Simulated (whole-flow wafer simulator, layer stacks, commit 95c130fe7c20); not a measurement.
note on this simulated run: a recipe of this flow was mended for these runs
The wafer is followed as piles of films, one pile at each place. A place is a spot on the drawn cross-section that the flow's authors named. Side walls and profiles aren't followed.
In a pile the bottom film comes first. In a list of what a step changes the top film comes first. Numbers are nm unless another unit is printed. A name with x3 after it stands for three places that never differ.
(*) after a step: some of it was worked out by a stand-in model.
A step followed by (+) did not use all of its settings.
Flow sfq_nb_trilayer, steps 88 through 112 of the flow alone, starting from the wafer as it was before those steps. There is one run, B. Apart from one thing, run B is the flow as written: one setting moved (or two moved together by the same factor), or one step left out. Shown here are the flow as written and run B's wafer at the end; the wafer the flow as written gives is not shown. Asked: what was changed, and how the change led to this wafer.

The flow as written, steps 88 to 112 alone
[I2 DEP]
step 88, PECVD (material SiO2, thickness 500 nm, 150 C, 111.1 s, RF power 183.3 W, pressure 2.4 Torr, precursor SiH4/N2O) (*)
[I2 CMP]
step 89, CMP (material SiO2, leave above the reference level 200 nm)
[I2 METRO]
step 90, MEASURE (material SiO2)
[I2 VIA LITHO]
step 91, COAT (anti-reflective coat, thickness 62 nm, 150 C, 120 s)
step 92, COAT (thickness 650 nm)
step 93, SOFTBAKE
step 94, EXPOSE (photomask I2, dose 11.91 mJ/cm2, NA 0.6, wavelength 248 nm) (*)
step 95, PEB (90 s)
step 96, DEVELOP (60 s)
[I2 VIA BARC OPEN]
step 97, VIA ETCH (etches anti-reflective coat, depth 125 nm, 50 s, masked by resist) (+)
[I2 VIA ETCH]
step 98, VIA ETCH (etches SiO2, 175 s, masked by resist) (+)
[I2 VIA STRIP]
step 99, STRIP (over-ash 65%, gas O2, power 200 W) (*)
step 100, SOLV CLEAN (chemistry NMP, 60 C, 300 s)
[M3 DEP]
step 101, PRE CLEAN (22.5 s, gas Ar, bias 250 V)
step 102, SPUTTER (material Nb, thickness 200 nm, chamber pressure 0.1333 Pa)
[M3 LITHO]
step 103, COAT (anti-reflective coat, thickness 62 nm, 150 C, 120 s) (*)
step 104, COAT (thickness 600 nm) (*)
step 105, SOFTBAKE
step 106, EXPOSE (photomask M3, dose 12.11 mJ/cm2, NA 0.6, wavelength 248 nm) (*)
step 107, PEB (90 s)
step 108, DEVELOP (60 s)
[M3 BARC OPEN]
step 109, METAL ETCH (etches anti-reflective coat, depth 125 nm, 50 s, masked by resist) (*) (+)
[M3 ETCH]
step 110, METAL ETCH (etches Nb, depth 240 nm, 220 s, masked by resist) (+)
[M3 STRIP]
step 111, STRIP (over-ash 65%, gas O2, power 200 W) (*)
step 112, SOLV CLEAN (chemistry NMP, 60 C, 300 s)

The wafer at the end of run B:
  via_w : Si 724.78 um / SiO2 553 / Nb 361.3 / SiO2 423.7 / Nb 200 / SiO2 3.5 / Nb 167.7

What caused this: step 98, VIA ETCH: 127 s was run, while the flow as written has 175 s.

How this came from the change, step by step:
  step 98, VIA ETCH (etches SiO2, 175 s, masked by resist) (+)
      via_w: SiO2 loses 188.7 (as written it would have been: SiO2 loses 199.7 (all of it), Nb loses 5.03)
      field_l, v_sur, via_wl and 102 more: KrF-resist-other-grade loses 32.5 (as written it would have been: KrF-resist-other-grade loses 44.8)
  step 99, STRIP (over-ash 65%, gas O2, power 200 W) (*)
      field_l, v_sur, via_wl and 102 more: KrF-resist-other-grade loses 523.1 (all of it), anti-reflective coat loses 62 (all of it) (as written it would have been: KrF-resist-other-grade loses 510.8 (all of it), anti-reflective coat loses 62 (all of it))
  step 101, PRE CLEAN (22.5 s, gas Ar, bias 250 V)
      via_w: SiO2 loses 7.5 (as written it would have been: Nb loses 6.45)
  step 102, SPUTTER (material Nb, thickness 200 nm, chamber pressure 0.1333 Pa)
      via_w: Nb gains 167.7 (new film) (as written it would have been: Nb gains 164.5)
  step 103, COAT (anti-reflective coat, thickness 62 nm, 150 C, 120 s) (*)
      via_wl, via_wr: anti-reflective coat gains 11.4 (new film) (as written it would have been: anti-reflective coat gains 16.7 (new film))
      field_l: anti-reflective coat gains 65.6 (new film) (as written it would have been: anti-reflective coat gains 67.6 (new film))
      (and at 3 other places as well)
  step 109, METAL ETCH (etches anti-reflective coat, depth 125 nm, 50 s, masked by resist) (*) (+)
      field_l: anti-reflective coat loses 65.6 (all of it) (as written it would have been: anti-reflective coat loses 67.6 (all of it))
  step 111, STRIP (over-ash 65%, gas O2, power 200 W) (*)
      v_sur: KrF-resist-other-grade loses 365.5 (all of it), anti-reflective coat loses 39.2 (all of it) (as written it would have been: KrF-resist-other-grade loses 361 (all of it), anti-reflective coat loses 46 (all of it))
      via_wl: KrF-resist-other-grade loses 384.5 (all of it), anti-reflective coat loses 11.4 (all of it) (as written it would have been: KrF-resist-other-grade loses 381.1 (all of it), anti-reflective coat loses 16.7 (all of it))
      (and at 3 other places as well)
Taking metal films that touch as one body, via_w has 3 bodies (between them, from the top down: SiO2 3.5; SiO2 423.7); the flow as written gives 2 bodies (between them, from the top down: SiO2 423.7).
